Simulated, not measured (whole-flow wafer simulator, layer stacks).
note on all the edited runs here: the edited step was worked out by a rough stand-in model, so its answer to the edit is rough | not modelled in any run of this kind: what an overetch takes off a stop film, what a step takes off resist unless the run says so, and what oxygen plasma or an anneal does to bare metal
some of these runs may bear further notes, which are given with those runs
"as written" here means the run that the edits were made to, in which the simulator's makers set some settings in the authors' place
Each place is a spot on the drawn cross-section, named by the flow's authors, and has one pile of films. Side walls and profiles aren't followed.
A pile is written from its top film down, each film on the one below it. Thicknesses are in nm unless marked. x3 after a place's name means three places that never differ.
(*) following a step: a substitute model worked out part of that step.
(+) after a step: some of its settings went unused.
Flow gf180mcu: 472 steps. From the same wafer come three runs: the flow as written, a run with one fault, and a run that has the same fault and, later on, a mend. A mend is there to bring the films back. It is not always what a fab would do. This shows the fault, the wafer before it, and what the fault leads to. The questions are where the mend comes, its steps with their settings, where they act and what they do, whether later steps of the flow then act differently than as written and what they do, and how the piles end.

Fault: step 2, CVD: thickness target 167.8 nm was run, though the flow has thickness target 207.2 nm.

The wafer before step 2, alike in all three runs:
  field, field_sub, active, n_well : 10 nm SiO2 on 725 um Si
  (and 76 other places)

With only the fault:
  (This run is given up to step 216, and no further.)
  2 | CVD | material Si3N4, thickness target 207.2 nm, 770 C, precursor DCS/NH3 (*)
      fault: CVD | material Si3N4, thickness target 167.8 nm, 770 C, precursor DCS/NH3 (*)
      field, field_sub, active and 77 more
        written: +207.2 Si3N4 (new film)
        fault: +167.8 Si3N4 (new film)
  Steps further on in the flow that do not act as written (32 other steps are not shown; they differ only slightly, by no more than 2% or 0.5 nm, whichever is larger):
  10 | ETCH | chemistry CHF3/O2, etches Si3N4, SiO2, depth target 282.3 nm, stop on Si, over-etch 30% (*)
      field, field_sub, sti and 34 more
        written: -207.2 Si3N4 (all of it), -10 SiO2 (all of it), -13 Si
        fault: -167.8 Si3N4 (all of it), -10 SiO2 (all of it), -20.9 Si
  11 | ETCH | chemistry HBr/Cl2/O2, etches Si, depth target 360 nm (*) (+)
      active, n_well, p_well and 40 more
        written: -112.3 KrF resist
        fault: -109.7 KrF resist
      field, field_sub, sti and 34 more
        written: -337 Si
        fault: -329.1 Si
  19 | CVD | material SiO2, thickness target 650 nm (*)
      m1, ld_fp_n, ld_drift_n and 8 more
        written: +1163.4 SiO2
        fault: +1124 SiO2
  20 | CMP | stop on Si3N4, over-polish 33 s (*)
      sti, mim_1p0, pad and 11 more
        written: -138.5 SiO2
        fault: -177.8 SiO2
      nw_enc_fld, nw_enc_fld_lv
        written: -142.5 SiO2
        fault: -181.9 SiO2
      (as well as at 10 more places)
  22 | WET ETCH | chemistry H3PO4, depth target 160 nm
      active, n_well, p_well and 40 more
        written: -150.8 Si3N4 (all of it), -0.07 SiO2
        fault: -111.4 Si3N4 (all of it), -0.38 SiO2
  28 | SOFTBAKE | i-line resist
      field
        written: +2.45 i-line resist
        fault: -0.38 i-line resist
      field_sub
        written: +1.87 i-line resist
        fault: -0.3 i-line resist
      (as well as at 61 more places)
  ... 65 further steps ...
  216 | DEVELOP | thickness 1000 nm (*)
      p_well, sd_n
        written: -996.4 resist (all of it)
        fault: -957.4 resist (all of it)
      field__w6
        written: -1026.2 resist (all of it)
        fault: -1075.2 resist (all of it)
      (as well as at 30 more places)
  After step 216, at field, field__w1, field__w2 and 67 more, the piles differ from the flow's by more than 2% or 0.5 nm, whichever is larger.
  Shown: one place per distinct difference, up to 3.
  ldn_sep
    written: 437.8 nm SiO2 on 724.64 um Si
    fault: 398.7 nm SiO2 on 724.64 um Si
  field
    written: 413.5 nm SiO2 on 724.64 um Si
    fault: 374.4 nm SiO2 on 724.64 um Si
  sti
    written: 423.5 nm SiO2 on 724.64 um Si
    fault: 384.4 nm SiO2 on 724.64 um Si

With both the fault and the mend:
  The mend follows step 9.
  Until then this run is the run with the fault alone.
  9a | STRIP | chemistry O2/N2, power 2160 W, pressure 1700 mTorr (*)
      active, n_well, p_well and 40 more
        -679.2 KrF resist (all of it)
  9b | CVD | material Si3N4, thickness target 39.36 nm, 770 C, precursor DCS/NH3 (*) (the flow's step 2, run once more with other settings)
      field, field_sub, active and 77 more
        +39.4 Si3N4
  9c | HMDS | 120 C, 60 s (the flow's step 4, run once more)
      alters no film at any place that is followed
  9d | COAT | KrF resist, thickness 700 nm (the flow's step 5, run once more)
      field, field_sub, active and 77 more
        +700 KrF resist (new film)
  9e | SOFTBAKE | KrF resist (the flow's step 6, run once more)
      alters no film at any place that is followed
  9f | EXPOSE | photomask COMP (the flow's step 7, run once more)
      alters no film at any place that is followed
  9g | PEB | KrF resist, 135 C, 90 s (the flow's step 8, run once more)
      field, field_sub, active and 77 more
        -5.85 KrF resist
  9h | DEVELOP | thickness 700 nm, 60 s (the flow's step 9, run once more)
      active, n_well, p_well and 40 more
        -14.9 KrF resist
      field, field_sub, sti and 34 more
        -694.2 KrF resist (all of it)
  None of the later steps of the flow differs from how it acts as written, at any place that is followed, by more than 2% or 0.5 nm, whichever is larger.
  By the end, the piles equal the flow's at every place that both follow.
